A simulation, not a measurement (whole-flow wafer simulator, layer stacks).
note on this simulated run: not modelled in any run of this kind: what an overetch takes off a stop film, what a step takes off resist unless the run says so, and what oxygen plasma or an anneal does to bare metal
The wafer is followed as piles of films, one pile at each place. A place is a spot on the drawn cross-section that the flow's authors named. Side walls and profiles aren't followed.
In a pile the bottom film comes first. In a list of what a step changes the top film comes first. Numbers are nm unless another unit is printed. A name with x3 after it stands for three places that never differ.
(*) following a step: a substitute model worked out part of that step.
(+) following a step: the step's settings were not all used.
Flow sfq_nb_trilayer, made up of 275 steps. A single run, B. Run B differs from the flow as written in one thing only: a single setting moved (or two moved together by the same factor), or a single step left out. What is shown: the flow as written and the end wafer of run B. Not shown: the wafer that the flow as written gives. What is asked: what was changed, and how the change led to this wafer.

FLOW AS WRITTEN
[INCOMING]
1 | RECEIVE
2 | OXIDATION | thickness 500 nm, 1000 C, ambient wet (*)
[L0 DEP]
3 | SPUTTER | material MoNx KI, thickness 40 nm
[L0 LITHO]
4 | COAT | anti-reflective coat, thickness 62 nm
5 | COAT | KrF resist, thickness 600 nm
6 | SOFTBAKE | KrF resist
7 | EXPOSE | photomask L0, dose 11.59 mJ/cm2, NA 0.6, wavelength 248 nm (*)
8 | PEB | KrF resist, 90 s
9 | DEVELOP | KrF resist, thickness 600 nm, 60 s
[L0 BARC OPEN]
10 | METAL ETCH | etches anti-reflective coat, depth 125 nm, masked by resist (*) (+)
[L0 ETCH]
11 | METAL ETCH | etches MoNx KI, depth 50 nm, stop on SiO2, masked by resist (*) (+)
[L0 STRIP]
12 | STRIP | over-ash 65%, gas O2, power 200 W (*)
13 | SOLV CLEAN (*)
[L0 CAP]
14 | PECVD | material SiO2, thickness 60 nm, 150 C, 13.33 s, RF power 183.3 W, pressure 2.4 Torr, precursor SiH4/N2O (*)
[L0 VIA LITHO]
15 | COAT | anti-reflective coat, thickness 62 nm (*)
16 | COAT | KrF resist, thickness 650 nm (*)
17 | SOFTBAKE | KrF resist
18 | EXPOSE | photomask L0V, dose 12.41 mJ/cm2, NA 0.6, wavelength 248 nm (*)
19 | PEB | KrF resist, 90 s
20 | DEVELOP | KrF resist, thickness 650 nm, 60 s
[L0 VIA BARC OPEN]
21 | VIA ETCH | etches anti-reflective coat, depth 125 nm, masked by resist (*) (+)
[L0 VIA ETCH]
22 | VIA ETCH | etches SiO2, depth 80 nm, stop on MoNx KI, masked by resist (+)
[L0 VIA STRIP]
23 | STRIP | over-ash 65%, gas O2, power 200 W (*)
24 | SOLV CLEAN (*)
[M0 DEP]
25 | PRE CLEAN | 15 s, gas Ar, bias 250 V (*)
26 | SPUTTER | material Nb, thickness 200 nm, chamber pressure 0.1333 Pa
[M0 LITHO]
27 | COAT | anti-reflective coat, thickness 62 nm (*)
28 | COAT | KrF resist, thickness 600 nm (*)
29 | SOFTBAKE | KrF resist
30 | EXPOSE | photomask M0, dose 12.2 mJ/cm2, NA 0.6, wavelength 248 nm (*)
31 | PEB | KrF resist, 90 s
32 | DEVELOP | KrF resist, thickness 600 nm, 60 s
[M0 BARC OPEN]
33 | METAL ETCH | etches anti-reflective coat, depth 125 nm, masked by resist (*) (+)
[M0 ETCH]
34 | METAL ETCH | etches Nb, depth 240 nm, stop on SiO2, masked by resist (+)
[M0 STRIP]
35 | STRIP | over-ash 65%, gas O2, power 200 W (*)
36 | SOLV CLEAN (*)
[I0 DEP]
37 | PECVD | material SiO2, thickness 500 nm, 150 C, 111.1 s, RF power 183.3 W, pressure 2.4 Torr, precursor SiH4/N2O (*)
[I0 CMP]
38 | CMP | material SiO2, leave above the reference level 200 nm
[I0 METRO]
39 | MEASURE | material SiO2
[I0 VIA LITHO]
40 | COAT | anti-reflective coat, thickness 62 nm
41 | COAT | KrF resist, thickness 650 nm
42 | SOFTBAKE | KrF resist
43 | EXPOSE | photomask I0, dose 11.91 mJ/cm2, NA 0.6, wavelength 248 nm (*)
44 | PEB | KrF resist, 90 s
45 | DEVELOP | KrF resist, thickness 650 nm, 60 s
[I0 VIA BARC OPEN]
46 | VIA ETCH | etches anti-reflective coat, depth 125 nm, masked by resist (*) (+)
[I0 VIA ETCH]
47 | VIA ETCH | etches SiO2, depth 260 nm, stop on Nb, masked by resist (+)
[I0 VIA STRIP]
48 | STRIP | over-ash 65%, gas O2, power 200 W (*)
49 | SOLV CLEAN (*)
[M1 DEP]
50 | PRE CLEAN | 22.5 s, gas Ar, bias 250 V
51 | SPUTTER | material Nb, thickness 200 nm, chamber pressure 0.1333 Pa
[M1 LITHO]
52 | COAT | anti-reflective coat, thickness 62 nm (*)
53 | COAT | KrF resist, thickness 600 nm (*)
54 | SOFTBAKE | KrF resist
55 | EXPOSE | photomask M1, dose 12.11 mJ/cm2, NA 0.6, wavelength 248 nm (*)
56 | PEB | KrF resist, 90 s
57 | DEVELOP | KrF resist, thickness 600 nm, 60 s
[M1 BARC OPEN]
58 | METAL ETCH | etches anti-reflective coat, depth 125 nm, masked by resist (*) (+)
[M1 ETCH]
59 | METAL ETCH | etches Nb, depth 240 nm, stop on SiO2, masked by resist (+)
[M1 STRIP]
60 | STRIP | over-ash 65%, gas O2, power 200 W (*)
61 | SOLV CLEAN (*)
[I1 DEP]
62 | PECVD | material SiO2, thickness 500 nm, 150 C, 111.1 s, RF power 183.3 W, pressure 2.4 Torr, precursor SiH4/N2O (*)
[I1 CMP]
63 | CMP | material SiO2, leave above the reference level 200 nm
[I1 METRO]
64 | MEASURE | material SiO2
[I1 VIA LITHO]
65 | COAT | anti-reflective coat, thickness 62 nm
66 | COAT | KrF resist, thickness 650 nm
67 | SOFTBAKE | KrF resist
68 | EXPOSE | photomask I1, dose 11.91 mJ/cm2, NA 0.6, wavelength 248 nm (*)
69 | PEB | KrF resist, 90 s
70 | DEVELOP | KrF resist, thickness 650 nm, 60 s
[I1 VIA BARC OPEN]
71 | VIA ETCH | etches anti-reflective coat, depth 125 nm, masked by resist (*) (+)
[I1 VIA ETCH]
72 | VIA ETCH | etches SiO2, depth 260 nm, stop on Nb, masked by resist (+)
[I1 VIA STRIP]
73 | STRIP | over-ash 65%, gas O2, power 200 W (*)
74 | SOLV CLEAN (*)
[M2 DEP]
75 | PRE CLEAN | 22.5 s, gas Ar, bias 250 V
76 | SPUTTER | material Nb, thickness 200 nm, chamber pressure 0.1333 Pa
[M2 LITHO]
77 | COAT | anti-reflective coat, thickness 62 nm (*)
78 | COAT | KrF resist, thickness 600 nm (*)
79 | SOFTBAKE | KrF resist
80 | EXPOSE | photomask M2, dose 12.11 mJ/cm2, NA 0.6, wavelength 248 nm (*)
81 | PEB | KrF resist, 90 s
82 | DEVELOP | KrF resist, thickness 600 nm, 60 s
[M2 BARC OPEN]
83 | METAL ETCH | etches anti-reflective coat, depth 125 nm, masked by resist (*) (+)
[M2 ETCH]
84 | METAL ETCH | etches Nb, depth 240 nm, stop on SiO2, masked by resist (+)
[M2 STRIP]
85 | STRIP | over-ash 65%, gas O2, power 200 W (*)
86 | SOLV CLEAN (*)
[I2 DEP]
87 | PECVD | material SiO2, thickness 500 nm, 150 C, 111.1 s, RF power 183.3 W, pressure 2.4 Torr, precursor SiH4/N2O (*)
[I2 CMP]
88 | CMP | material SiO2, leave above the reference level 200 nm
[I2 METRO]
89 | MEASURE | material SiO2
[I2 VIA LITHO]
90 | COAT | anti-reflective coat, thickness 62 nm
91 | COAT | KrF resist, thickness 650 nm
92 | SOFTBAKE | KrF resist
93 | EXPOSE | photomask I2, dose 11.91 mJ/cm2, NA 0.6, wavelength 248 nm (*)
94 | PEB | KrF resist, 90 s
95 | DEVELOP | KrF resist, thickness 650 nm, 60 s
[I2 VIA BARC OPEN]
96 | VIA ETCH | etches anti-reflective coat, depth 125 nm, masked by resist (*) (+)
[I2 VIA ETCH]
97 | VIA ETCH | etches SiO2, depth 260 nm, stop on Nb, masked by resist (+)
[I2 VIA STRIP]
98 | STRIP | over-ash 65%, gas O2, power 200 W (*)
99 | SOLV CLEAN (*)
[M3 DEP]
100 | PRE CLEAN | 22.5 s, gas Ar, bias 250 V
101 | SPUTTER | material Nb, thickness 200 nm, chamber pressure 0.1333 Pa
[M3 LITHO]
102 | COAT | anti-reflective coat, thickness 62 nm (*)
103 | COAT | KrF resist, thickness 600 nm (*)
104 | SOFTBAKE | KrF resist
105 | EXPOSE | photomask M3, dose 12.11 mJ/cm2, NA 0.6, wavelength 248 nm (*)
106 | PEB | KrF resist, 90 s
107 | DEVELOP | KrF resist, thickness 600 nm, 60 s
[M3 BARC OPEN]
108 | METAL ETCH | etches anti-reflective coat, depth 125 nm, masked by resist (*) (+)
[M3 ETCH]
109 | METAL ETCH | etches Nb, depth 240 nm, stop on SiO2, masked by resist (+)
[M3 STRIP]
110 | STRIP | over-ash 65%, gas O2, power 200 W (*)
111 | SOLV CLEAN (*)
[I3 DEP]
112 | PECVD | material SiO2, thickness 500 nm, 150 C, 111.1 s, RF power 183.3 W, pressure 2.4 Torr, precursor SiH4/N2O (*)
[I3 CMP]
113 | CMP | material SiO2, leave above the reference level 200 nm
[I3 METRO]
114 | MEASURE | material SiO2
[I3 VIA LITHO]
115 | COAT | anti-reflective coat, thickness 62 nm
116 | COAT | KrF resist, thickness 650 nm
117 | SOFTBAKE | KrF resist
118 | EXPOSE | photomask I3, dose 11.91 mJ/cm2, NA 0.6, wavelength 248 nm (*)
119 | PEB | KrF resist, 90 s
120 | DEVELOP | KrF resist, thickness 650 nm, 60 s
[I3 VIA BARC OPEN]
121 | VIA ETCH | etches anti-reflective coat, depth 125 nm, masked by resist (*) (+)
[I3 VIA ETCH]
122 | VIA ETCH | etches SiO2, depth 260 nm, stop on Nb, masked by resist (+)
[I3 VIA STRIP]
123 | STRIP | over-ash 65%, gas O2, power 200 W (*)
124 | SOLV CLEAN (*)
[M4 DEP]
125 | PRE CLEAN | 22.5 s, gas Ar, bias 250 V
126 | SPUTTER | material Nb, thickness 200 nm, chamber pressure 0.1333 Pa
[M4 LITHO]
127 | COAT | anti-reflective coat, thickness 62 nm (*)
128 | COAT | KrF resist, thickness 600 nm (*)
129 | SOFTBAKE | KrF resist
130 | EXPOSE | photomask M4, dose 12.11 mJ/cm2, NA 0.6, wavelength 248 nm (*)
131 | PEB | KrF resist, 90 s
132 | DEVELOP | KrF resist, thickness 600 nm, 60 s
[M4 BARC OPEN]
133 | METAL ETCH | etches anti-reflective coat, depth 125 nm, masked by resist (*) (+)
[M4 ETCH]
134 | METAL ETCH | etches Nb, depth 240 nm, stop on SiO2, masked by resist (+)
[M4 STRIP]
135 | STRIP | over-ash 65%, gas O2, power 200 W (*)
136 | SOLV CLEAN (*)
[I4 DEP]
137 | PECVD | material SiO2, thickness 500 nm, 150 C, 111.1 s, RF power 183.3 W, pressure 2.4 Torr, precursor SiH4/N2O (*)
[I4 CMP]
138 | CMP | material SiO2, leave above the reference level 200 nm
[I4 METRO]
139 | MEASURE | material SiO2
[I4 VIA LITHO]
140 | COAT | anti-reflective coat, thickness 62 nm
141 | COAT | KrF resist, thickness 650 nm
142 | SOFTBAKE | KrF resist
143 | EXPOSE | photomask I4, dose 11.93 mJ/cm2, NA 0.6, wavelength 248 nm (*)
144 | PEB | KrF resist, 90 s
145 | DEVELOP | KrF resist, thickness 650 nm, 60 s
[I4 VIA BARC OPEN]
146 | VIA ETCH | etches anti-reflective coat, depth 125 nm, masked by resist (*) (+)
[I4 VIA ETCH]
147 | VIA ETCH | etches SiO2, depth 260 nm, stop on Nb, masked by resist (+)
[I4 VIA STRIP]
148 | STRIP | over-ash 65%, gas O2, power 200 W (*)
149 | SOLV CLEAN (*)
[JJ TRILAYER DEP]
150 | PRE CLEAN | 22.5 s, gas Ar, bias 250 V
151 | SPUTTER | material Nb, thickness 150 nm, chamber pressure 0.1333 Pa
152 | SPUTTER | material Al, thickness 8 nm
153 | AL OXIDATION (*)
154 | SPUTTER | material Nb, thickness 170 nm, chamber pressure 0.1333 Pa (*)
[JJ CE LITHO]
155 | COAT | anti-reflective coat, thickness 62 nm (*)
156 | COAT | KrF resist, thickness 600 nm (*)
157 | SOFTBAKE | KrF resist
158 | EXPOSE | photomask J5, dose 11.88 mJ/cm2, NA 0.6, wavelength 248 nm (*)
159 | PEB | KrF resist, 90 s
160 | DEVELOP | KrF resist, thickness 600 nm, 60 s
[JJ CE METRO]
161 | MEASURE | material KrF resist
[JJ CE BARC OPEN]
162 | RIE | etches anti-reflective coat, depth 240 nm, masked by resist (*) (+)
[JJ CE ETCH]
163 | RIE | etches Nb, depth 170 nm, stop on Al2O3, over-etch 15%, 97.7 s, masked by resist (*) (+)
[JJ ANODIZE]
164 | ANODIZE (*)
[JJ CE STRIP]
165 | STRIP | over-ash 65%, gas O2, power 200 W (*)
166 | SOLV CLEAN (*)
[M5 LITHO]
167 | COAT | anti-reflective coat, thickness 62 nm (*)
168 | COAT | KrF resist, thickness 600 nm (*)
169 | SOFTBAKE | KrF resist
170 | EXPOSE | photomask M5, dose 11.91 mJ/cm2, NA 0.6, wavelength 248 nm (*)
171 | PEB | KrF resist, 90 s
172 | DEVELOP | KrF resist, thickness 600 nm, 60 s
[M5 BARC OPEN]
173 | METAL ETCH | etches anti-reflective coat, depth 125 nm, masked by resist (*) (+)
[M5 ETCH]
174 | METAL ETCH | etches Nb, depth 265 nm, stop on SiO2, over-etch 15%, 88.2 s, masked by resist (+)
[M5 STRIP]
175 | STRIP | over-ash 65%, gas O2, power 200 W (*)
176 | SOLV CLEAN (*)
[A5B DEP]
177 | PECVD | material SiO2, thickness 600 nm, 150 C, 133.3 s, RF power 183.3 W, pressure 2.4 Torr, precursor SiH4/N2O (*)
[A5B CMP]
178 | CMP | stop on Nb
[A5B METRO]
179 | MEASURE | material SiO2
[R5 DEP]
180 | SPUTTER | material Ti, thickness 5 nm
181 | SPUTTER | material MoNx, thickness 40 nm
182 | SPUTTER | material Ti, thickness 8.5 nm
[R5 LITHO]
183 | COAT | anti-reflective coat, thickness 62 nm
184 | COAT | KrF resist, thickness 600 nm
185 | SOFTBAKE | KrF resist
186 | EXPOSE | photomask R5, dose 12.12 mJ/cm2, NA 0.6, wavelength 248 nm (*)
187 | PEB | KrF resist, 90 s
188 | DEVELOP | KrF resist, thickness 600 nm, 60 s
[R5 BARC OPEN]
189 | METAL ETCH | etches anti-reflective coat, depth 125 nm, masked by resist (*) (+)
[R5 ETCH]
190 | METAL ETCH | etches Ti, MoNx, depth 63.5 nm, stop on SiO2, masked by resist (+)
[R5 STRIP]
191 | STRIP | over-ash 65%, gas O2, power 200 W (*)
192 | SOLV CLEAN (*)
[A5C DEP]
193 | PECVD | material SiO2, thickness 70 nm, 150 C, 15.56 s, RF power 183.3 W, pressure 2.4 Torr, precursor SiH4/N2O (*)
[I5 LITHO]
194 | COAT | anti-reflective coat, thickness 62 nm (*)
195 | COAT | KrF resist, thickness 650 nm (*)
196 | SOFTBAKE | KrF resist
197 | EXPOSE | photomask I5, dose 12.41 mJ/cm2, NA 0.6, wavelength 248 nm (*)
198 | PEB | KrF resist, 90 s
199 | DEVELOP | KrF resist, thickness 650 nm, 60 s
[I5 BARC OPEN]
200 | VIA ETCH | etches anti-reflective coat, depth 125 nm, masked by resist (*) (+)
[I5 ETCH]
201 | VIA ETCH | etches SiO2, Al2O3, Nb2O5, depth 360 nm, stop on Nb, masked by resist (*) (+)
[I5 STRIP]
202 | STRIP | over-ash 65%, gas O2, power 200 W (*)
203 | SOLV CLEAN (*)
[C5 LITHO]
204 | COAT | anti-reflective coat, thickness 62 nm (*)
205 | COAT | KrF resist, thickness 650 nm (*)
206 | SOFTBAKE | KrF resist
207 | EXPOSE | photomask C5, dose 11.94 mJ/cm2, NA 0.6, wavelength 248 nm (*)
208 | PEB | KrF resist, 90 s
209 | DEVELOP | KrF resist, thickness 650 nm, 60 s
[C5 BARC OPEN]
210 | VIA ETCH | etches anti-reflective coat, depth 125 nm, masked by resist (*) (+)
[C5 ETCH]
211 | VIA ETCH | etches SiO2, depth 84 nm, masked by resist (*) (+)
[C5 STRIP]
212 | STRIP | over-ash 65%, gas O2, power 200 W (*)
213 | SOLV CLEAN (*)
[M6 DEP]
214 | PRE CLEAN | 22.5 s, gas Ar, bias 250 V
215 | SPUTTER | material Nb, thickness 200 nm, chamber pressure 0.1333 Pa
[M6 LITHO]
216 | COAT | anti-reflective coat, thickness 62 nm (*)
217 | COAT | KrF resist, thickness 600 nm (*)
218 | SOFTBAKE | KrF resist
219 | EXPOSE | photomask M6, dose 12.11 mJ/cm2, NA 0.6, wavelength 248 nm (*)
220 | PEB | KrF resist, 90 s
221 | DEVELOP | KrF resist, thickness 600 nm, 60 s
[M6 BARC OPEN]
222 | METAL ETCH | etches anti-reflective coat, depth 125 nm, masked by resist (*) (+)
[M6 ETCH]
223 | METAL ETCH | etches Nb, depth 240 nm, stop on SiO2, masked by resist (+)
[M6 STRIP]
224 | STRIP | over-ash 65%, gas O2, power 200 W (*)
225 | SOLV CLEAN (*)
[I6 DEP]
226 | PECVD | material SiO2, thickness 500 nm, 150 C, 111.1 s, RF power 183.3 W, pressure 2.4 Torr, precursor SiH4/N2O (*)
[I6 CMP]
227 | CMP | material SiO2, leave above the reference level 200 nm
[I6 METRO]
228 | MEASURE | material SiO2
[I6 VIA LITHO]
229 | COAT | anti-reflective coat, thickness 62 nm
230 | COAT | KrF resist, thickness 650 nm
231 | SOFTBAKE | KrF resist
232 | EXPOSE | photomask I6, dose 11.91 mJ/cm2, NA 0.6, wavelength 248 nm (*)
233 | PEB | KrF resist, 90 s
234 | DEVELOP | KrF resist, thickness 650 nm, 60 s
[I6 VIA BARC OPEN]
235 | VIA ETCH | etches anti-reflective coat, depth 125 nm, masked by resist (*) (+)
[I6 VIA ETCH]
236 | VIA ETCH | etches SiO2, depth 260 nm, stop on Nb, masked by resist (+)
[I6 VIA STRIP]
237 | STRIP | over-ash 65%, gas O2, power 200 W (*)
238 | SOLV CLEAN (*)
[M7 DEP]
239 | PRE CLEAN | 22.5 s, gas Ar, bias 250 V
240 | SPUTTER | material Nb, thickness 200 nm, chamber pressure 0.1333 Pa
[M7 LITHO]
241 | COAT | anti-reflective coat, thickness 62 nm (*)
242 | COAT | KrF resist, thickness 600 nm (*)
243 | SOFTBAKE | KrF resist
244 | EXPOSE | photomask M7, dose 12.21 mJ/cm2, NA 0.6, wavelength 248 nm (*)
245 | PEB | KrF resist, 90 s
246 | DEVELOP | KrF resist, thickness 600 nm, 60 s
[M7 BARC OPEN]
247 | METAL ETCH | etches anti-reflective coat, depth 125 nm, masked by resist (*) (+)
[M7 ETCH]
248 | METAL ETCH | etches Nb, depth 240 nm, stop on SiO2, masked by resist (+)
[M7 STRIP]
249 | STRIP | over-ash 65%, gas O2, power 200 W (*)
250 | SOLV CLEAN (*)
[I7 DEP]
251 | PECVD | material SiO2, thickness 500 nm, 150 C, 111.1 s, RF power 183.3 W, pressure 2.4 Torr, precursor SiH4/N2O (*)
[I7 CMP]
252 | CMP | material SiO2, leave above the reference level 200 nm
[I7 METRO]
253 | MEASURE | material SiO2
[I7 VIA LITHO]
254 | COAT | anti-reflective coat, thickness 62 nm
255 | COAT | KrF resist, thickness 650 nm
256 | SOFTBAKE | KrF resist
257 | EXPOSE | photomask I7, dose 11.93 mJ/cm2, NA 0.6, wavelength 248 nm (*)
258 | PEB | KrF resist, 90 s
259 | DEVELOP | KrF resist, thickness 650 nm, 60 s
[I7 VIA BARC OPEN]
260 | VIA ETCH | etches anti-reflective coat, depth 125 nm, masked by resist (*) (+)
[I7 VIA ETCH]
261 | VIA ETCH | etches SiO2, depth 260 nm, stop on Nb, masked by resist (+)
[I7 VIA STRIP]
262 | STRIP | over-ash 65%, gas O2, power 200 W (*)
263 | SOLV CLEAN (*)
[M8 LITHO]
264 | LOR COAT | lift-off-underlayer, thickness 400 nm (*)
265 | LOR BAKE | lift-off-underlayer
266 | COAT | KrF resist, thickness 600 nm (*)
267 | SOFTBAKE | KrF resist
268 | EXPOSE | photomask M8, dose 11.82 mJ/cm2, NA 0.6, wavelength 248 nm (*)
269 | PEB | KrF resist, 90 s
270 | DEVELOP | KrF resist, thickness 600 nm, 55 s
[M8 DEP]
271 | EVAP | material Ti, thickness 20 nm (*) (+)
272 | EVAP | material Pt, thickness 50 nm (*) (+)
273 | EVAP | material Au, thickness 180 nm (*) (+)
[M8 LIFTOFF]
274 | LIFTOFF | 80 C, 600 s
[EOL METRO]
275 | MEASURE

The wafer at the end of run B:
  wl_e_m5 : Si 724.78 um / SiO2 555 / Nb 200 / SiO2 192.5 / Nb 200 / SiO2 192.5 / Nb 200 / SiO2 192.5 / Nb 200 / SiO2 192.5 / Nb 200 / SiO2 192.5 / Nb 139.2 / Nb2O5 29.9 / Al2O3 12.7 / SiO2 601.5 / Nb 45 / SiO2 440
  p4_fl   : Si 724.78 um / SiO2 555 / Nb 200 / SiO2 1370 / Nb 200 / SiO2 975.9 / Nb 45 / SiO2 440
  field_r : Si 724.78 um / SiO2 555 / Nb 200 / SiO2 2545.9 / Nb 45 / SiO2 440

What caused this: step 240, SPUTTER: thickness 285 nm was run, though the flow has thickness 200 nm.

The path from the change to this, step by step:
  240 | SPUTTER | material Nb, thickness 200 nm, chamber pressure 0.1333 Pa
      field_l, v_sur, via_wl and 102 more: Nb gains 285 (new film) (it would be, as written: Nb gains 200 (new film))
      via_v: Nb gains 230.1 (it would be, as written: Nb gains 161.1)
  241 | COAT | anti-reflective coat, thickness 62 nm (*)
      via_v: anti-reflective coat gains 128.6 (new film) (it would be, as written: anti-reflective coat gains 126 (new film))
  248 | METAL ETCH | etches Nb, depth 240 nm, stop on SiO2, masked by resist (+)
      field_l, field_r, lsp_l and 62 more: Nb loses 240 (it would be, as written: Nb loses 200 (all of it))
  249 | STRIP | over-ash 65%, gas O2, power 200 W (*)
      via_v: KrF resist loses 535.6 (all of it), anti-reflective coat loses 128.6 (all of it) (it would be, as written: KrF resist loses 524.5 (all of it), anti-reflective coat loses 126 (all of it))
  251 | PECVD | material SiO2, thickness 500 nm, 150 C, 111.1 s, RF power 183.3 W, pressure 2.4 Torr, precursor SiH4/N2O (*)
      field_l, p4_fl, p4_fm and 56 more: SiO2 gains 500 (new film) (it would be, as written: SiO2 gains 500)
      field_r, lsp_l: SiO2 gains 473.2 (new film) (it would be, as written: SiO2 gains 477.7)
      (also at 4 further places)
  252 | CMP | material SiO2, leave above the reference level 200 nm
      field_l, p4_fl, p4_fm and 56 more: SiO2 loses 60 (it would be, as written: SiO2 loses 100)
      field_r, lsp_l: SiO2 loses 33.2 (it would be, as written: SiO2 loses 77.7)
      (also at 3 further places)
Taking metal films that touch as one body, wl_e_m5 has 7 bodies (between them, from the top down: SiO2 601.5 / Al2O3 12.7 / Nb2O5 29.9; SiO2 192.5; SiO2 192.5; SiO2 192.5; SiO2 192.5; SiO2 192.5); the flow as written gives 6 bodies (between them, from the top down: SiO2 192.5; SiO2 192.5; SiO2 192.5; SiO2 192.5; SiO2 192.5).
Taking metal films that touch as one body, p4_fl has 3 bodies (between them, from the top down: SiO2 975.9; SiO2 1370); the flow as written gives 2 bodies (between them, from the top down: SiO2 1370).
Taking metal films that touch as one body, field_r has 2 bodies (between them, from the top down: SiO2 2545.9); the flow as written gives 1 body.
